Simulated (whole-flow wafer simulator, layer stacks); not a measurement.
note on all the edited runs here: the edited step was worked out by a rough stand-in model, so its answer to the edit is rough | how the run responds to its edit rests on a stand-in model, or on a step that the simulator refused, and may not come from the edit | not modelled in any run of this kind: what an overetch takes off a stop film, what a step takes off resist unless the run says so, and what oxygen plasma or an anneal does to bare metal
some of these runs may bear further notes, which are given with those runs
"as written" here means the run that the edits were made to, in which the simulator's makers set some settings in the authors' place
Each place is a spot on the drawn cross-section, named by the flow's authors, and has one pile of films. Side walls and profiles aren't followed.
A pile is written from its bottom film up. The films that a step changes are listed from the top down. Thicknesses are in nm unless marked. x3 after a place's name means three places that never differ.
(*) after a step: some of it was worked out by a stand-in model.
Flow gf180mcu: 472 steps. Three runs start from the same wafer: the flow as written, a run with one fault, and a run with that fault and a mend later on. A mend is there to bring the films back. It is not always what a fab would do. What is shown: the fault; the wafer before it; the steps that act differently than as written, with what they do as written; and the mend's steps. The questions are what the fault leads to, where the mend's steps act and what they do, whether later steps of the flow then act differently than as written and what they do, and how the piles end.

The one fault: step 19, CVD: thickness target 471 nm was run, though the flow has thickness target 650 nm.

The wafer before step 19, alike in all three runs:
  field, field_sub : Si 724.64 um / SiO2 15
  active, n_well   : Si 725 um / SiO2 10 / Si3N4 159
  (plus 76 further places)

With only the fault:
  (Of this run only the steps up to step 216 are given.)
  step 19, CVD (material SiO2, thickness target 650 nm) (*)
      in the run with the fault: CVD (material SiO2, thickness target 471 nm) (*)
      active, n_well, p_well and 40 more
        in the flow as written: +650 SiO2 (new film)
        in the run with the fault: +471 SiO2 (new film)
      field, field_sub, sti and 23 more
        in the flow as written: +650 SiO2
        in the run with the fault: +471 SiO2
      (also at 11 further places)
  Steps further on in the flow that do not act as written (31 other steps are not shown; they differ only slightly, by no more than 2% or 0.5 nm, whichever is larger):
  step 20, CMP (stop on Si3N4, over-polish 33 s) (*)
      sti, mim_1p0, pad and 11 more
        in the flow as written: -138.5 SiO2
        in the run with the fault: nothing
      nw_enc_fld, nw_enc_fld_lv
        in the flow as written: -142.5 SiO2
        in the run with the fault: nothing
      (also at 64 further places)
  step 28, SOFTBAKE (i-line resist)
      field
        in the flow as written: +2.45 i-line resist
        in the run with the fault: -0.04 i-line resist
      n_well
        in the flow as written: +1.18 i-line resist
        in the run with the fault: -0.63 i-line resist
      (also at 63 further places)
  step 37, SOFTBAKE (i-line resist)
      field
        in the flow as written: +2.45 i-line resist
        in the run with the fault: -0.04 i-line resist
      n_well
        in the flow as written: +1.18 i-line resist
        in the run with the fault: -0.63 i-line resist
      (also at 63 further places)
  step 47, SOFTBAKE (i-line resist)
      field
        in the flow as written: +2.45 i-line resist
        in the run with the fault: -0.04 i-line resist
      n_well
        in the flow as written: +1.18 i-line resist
        in the run with the fault: -0.63 i-line resist
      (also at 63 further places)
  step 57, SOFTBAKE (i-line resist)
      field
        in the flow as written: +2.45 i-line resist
        in the run with the fault: -0.04 i-line resist
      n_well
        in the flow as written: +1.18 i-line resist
        in the run with the fault: -0.63 i-line resist
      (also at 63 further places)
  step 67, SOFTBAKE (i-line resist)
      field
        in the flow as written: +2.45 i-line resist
        in the run with the fault: -0.04 i-line resist
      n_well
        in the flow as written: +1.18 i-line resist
        in the run with the fault: -0.63 i-line resist
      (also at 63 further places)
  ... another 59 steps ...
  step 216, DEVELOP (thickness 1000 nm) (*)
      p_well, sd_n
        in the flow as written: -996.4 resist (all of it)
        in the run with the fault: -962.1 resist (all of it)
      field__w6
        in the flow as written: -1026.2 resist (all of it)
        in the run with the fault: -1070.1 resist (all of it)
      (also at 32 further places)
  Once step 216 is done, the piles at field, field__w1, field__w2 and 51 more depart from the flow's by more than 2% or 0.5 nm, whichever is larger.
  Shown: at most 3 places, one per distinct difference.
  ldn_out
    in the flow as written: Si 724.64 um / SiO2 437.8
    in the run with the fault: Si 724.64 um / SiO2 397.6
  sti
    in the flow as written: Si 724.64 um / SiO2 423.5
    in the run with the fault: Si 724.64 um / SiO2 383.3
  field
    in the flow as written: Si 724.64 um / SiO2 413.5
    in the run with the fault: Si 724.64 um / SiO2 383.3

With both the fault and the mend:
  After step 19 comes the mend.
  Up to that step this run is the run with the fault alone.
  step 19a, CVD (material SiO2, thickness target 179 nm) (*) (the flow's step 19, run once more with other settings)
      field, field_sub, active and 77 more
        +179 SiO2
  Every later step of the flow that is run acts as written at every place that is followed.
  At every place that both follow, the piles at the end match the flow's.
